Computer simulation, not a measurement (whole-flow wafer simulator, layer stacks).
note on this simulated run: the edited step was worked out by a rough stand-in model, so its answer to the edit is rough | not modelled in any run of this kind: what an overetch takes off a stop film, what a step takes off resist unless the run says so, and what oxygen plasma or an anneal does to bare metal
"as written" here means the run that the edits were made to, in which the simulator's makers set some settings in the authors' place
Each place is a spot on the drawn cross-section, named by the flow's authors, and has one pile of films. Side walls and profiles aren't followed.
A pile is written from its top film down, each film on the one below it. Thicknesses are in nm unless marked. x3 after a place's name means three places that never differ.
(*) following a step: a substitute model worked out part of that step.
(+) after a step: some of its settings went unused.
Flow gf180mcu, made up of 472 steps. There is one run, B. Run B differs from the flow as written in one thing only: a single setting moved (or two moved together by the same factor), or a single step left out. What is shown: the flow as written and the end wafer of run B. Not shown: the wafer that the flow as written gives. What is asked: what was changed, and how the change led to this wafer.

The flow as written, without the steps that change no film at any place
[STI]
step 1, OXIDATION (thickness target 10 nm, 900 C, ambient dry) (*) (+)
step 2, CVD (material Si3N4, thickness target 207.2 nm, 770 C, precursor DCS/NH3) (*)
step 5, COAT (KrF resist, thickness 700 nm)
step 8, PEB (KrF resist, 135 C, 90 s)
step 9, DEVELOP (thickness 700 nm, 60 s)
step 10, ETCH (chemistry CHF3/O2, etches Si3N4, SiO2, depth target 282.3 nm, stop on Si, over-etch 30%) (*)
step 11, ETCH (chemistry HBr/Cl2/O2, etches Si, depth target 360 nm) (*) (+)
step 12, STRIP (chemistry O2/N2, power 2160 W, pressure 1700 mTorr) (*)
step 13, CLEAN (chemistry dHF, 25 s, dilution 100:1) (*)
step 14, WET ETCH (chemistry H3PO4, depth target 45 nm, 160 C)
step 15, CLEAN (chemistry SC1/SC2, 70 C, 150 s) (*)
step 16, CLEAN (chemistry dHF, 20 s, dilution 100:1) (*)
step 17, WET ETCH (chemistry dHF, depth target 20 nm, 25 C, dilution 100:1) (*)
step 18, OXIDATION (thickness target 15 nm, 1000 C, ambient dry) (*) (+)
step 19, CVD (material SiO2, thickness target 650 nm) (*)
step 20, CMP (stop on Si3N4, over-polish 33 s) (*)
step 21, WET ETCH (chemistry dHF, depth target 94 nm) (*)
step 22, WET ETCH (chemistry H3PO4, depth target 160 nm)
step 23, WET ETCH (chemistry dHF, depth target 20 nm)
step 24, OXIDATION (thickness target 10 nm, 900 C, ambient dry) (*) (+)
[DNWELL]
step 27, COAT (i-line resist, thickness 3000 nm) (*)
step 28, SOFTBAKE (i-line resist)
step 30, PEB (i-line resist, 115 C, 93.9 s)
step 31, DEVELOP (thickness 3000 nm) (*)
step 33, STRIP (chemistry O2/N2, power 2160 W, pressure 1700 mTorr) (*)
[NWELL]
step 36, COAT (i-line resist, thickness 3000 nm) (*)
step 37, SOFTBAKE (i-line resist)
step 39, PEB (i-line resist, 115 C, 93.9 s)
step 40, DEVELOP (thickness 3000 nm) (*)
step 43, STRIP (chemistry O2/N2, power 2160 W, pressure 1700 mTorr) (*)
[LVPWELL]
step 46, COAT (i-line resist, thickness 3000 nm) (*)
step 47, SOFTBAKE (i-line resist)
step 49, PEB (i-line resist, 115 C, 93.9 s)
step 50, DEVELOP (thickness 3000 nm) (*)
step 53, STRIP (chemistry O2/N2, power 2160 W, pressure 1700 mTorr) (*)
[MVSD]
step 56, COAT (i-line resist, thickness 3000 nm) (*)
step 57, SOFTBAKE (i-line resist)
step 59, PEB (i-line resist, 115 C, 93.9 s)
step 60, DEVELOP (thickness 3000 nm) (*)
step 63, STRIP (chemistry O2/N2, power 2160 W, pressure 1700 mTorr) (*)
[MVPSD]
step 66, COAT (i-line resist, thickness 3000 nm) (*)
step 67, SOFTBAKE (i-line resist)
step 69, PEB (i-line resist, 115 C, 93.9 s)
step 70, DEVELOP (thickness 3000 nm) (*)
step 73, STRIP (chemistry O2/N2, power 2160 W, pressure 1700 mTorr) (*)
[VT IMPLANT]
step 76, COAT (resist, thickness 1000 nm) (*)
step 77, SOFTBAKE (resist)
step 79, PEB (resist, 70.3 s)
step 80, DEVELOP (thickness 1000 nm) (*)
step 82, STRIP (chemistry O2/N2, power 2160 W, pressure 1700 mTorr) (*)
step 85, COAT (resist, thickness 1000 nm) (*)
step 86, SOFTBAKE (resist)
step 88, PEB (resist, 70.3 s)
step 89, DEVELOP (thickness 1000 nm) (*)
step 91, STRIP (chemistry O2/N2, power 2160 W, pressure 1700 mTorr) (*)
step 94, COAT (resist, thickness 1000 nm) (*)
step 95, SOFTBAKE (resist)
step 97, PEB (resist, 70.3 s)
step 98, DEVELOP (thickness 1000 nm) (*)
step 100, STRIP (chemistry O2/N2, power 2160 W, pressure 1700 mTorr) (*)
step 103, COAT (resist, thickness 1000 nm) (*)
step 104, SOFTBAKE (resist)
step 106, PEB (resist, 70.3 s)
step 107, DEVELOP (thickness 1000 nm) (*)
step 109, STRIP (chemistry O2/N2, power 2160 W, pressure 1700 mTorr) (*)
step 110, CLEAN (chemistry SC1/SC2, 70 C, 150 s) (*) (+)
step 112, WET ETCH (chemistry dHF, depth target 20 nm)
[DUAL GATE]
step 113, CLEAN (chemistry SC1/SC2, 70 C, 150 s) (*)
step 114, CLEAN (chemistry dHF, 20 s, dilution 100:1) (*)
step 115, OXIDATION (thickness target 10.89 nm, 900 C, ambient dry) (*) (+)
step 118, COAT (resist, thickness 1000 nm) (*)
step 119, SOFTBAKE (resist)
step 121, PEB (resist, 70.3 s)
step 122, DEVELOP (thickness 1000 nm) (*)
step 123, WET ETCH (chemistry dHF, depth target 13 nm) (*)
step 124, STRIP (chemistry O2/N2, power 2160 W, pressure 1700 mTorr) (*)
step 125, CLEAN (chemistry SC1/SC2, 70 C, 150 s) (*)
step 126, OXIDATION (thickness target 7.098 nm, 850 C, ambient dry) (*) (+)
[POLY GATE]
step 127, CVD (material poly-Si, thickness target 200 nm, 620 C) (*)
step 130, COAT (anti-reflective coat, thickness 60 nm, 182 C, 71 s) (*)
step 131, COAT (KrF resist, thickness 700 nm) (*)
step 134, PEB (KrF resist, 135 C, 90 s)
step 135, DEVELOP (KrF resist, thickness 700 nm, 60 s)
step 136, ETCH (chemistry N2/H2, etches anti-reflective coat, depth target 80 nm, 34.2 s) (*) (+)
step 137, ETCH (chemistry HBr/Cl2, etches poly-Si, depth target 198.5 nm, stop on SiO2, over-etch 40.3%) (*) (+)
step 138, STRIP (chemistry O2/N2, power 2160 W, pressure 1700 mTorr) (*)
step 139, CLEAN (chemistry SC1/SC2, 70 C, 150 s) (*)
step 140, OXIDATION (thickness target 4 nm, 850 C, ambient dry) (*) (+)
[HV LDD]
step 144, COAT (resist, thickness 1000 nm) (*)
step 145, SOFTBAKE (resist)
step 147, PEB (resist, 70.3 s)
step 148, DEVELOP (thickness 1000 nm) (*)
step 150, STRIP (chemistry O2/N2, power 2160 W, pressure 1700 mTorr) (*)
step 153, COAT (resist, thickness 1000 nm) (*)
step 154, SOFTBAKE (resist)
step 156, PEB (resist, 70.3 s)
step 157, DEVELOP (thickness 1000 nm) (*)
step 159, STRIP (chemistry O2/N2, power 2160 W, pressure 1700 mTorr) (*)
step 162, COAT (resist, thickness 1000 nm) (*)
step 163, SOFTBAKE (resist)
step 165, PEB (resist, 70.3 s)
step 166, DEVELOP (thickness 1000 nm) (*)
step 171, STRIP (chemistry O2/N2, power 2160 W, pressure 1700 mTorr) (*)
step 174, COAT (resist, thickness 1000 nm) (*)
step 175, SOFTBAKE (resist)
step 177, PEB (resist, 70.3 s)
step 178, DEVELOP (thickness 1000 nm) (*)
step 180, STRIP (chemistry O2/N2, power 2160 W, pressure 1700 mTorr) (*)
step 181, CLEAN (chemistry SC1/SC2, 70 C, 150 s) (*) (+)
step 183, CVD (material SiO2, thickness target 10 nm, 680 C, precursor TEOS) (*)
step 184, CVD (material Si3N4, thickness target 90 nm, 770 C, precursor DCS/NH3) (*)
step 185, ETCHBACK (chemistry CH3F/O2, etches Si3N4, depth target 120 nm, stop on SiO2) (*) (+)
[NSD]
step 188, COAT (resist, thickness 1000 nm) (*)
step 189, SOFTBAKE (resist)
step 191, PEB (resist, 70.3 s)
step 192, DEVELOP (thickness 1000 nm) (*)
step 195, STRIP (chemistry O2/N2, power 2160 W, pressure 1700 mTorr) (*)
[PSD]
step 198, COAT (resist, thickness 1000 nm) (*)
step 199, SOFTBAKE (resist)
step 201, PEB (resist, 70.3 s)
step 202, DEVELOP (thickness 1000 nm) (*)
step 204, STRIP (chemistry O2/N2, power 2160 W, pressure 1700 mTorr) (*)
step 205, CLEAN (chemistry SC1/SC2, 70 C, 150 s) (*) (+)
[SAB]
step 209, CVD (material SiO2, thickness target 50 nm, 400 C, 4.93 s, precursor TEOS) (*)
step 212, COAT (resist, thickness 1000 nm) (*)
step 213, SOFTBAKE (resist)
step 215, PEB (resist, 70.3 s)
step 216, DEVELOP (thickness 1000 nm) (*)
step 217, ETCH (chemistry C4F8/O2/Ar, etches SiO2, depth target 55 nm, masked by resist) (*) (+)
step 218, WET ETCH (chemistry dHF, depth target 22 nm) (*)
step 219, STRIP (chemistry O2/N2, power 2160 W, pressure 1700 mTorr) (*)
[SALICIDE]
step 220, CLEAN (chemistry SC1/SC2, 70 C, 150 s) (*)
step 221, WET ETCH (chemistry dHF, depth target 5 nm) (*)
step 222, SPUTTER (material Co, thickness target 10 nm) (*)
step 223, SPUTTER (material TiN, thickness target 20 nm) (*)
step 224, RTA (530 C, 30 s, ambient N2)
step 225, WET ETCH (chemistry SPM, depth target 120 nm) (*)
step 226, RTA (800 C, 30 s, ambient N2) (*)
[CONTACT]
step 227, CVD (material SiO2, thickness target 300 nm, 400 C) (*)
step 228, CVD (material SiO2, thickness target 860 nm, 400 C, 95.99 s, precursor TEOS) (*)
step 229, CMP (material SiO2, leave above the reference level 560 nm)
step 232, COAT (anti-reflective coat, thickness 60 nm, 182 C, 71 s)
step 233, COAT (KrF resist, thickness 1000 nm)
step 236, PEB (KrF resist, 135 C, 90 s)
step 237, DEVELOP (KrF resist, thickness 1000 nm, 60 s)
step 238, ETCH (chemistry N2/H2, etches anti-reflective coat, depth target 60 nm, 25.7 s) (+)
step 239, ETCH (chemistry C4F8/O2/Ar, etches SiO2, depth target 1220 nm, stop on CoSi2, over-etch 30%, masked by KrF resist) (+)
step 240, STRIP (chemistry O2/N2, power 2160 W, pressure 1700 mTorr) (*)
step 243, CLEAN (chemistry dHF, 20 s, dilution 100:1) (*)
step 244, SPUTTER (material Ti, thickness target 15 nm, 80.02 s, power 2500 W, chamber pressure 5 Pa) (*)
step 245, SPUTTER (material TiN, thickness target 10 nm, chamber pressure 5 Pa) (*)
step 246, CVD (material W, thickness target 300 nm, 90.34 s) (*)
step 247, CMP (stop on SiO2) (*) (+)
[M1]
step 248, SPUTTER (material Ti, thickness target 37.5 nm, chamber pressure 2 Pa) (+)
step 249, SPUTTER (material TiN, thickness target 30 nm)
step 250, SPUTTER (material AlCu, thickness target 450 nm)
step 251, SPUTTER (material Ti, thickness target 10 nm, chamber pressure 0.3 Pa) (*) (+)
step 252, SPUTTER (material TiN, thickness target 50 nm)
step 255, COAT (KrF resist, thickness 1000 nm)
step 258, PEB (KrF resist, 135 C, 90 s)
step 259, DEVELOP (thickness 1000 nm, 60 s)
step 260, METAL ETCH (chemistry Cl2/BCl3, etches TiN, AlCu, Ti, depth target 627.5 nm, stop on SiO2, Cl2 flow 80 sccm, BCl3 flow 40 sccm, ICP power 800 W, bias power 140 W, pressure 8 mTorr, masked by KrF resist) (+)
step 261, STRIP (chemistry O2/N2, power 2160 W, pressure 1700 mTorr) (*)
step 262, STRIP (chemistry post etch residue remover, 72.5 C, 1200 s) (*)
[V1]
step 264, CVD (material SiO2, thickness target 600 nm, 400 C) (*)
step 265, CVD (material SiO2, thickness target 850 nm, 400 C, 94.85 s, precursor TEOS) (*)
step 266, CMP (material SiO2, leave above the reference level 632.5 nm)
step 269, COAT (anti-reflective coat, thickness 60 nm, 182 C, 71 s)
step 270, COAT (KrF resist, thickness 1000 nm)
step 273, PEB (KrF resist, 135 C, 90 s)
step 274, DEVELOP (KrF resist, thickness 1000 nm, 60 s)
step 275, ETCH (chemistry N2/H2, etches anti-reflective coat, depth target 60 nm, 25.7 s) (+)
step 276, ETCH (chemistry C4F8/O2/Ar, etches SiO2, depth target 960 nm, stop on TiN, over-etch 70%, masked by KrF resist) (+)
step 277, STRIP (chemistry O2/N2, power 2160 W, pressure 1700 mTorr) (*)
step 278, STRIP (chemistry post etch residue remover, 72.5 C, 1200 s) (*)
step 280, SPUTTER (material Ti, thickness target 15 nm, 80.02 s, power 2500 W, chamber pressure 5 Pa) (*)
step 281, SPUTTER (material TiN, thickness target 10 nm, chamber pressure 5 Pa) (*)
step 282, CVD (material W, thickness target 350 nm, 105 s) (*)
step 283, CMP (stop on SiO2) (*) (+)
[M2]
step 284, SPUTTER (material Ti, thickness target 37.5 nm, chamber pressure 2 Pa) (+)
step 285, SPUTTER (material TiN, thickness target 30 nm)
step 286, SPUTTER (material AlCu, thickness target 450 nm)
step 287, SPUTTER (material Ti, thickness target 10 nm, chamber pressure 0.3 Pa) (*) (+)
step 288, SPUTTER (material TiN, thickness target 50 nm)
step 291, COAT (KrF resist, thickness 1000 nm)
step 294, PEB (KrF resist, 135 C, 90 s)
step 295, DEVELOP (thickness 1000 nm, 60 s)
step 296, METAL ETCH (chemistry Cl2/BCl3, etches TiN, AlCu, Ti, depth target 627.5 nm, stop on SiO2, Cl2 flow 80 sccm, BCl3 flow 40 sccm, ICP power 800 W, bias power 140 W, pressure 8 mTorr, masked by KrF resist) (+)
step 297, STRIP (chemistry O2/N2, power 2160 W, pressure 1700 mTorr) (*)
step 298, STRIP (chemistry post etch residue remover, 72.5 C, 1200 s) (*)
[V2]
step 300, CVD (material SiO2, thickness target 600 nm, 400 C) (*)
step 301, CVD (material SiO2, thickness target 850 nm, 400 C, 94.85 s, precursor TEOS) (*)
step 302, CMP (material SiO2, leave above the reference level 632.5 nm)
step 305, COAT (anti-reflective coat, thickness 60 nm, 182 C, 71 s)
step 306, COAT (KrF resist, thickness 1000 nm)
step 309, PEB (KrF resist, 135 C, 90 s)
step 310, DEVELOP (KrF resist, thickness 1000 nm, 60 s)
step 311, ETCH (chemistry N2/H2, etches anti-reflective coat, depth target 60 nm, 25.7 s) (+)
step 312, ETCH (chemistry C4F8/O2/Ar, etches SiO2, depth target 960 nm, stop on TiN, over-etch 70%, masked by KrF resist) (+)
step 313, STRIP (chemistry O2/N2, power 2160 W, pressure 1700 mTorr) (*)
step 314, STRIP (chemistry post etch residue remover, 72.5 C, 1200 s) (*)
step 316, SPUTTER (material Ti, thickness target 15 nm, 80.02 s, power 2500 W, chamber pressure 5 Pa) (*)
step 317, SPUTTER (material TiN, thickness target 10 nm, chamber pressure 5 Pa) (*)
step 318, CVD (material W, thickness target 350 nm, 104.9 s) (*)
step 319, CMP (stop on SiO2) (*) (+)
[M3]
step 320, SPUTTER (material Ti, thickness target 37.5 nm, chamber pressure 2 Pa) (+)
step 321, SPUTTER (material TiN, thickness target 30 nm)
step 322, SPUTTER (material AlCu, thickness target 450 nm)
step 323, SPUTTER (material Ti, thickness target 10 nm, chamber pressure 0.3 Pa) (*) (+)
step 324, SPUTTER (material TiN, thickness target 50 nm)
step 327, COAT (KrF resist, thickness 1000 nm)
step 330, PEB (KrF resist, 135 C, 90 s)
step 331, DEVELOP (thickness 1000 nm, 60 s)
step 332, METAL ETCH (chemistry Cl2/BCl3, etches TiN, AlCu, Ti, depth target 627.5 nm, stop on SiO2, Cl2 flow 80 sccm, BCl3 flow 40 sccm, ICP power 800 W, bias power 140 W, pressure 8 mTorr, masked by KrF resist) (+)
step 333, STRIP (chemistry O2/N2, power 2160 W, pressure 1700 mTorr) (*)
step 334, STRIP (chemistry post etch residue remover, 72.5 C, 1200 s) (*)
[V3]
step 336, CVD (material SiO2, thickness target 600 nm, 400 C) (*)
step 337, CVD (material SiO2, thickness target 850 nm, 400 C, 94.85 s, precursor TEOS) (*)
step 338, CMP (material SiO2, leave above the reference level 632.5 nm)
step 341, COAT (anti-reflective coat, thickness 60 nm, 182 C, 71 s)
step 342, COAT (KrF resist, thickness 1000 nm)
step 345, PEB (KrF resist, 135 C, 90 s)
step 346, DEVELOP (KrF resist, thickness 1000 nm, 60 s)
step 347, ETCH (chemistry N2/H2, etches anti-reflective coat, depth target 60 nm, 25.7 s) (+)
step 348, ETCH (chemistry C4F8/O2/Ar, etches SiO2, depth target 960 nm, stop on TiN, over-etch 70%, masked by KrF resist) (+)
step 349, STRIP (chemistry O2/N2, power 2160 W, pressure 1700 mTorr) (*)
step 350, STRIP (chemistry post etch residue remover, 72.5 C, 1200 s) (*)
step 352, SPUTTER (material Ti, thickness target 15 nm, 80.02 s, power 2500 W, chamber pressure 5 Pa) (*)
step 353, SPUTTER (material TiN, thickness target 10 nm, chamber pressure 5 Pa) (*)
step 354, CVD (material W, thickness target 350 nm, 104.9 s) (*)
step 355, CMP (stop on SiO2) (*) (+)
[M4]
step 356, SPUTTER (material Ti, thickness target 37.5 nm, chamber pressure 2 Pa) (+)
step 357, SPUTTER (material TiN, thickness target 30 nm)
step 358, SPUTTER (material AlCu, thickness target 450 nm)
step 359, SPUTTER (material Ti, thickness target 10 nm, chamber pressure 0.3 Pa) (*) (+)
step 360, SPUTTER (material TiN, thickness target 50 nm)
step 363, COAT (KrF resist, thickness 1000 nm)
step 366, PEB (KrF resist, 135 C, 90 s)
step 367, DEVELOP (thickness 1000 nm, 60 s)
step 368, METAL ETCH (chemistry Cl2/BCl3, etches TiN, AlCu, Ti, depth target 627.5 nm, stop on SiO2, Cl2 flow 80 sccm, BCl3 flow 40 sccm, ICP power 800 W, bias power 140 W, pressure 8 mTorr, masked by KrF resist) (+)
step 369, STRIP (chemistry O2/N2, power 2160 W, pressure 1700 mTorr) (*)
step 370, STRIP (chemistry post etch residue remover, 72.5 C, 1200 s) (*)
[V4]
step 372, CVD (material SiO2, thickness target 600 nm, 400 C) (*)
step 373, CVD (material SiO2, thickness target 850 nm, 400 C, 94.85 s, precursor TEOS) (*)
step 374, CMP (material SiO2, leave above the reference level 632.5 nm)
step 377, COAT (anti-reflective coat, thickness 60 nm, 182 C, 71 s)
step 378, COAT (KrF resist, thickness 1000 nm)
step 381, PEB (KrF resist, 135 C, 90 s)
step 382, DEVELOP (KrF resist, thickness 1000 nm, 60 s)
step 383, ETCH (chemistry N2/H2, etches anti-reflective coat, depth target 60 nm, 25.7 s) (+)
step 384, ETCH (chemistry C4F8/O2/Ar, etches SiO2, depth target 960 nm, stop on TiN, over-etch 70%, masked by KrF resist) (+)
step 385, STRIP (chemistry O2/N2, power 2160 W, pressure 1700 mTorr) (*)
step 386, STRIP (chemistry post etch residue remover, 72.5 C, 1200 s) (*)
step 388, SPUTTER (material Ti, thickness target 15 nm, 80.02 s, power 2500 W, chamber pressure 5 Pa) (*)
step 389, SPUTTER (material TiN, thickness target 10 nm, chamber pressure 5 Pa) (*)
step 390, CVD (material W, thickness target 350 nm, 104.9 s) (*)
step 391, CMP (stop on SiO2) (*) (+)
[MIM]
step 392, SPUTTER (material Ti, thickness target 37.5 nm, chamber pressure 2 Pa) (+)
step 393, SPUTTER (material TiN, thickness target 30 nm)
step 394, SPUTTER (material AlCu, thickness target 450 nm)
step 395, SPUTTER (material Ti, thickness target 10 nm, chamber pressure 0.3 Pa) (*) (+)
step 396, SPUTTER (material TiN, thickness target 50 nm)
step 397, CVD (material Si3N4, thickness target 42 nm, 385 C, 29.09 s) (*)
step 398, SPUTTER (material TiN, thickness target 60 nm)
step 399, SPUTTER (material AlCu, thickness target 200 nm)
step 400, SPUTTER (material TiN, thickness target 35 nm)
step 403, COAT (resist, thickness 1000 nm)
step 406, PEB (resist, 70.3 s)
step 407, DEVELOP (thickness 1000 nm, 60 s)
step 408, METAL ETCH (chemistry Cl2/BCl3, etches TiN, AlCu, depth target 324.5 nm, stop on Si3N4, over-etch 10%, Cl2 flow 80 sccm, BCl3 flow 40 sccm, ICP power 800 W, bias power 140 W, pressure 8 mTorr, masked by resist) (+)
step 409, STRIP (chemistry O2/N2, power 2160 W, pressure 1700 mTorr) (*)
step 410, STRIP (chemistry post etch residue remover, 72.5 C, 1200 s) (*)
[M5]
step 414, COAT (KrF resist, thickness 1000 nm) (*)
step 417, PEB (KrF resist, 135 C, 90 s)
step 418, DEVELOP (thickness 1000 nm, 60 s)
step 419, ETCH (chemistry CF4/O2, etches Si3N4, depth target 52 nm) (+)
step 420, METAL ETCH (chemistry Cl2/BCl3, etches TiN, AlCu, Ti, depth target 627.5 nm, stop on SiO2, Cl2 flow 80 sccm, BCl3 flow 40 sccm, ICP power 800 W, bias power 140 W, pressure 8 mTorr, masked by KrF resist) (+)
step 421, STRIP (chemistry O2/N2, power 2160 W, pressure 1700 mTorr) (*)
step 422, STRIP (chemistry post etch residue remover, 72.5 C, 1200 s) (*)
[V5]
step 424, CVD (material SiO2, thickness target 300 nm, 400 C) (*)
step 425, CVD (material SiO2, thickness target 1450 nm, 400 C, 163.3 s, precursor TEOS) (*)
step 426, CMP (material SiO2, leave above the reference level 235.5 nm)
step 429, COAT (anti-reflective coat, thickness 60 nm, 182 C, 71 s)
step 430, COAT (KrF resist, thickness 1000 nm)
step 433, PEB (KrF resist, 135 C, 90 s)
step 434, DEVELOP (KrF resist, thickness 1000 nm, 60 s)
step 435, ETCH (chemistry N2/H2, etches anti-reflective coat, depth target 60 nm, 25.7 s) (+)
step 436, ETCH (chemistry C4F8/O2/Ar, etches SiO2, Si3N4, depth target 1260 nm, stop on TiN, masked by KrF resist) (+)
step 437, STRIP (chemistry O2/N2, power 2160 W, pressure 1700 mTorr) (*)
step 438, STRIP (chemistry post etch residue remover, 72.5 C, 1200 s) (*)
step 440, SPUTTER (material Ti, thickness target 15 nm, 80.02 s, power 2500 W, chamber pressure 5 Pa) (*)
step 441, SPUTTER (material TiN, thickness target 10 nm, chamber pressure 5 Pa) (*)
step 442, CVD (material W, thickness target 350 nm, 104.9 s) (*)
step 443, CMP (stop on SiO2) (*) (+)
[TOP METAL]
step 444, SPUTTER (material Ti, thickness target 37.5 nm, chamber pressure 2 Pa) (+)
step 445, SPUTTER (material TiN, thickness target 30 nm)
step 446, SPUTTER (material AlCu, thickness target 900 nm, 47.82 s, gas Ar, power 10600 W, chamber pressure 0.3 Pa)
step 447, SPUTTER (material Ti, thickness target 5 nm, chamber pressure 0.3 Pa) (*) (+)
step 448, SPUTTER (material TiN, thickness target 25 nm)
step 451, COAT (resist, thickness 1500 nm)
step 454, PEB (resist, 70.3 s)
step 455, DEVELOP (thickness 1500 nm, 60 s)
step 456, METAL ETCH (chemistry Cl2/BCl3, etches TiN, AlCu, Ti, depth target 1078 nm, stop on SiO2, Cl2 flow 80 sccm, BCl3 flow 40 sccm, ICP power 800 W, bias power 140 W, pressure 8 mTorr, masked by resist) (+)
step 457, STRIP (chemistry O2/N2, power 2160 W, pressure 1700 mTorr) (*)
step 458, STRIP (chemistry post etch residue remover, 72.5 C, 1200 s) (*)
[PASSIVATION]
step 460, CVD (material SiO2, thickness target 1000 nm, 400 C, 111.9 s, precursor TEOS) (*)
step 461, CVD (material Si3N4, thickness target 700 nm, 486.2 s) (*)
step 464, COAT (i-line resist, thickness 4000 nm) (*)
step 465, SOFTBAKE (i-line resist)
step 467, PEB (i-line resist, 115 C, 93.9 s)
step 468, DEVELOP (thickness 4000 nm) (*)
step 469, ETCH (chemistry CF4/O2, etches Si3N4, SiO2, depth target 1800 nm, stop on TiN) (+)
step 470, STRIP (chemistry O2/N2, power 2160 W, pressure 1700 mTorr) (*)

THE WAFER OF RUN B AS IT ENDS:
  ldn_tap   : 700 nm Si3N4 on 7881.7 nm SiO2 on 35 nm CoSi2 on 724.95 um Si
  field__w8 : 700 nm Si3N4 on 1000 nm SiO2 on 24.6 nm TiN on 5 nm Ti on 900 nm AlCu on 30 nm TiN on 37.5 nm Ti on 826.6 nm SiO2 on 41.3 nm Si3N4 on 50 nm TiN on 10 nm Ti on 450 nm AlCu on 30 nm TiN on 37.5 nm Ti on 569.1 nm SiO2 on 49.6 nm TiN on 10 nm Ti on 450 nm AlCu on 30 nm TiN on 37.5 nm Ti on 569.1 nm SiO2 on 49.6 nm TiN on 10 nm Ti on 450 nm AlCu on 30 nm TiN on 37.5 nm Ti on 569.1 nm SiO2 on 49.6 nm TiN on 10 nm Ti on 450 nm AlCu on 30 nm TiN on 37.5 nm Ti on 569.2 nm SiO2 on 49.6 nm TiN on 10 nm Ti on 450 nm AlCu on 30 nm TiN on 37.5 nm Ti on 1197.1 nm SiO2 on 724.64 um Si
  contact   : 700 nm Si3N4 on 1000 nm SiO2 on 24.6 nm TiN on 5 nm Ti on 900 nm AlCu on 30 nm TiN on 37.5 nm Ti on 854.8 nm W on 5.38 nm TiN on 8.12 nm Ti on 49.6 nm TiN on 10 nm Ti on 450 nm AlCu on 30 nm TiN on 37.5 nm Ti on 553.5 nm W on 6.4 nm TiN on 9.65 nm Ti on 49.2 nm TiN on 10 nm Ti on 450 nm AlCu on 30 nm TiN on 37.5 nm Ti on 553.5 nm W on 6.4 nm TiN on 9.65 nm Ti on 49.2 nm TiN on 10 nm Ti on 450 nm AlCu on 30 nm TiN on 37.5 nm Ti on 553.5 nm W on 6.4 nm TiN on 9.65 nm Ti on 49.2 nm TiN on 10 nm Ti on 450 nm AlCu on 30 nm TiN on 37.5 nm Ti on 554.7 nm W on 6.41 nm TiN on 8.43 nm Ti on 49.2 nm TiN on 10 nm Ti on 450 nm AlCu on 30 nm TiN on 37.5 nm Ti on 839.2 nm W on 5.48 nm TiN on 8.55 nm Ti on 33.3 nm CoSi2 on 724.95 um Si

The reason: step 280, SPUTTER: 70.02 s was run, whereas the flow has 80.02 s.

How this came from the change, step by step:
  step 280, SPUTTER (material Ti, thickness target 15 nm, 80.02 s, power 2500 W, chamber pressure 5 Pa) (*)
      field, field__w1, field__w2 and 107 more: +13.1 Ti (new film) (it would be, as written: +15 Ti (new film))
      contact: +8.43 Ti (new film) (it would be, as written: +9.65 Ti (new film))
  step 283, CMP (stop on SiO2) (*) (+)
      field, field__w1, field__w2 and 107 more: -350 W (all of it), -10 TiN (all of it), -13.1 Ti (all of it), -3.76 SiO2 (it would be, as written: -350 W (all of it), -10 TiN (all of it), -15 Ti (all of it), -3.78 SiO2)
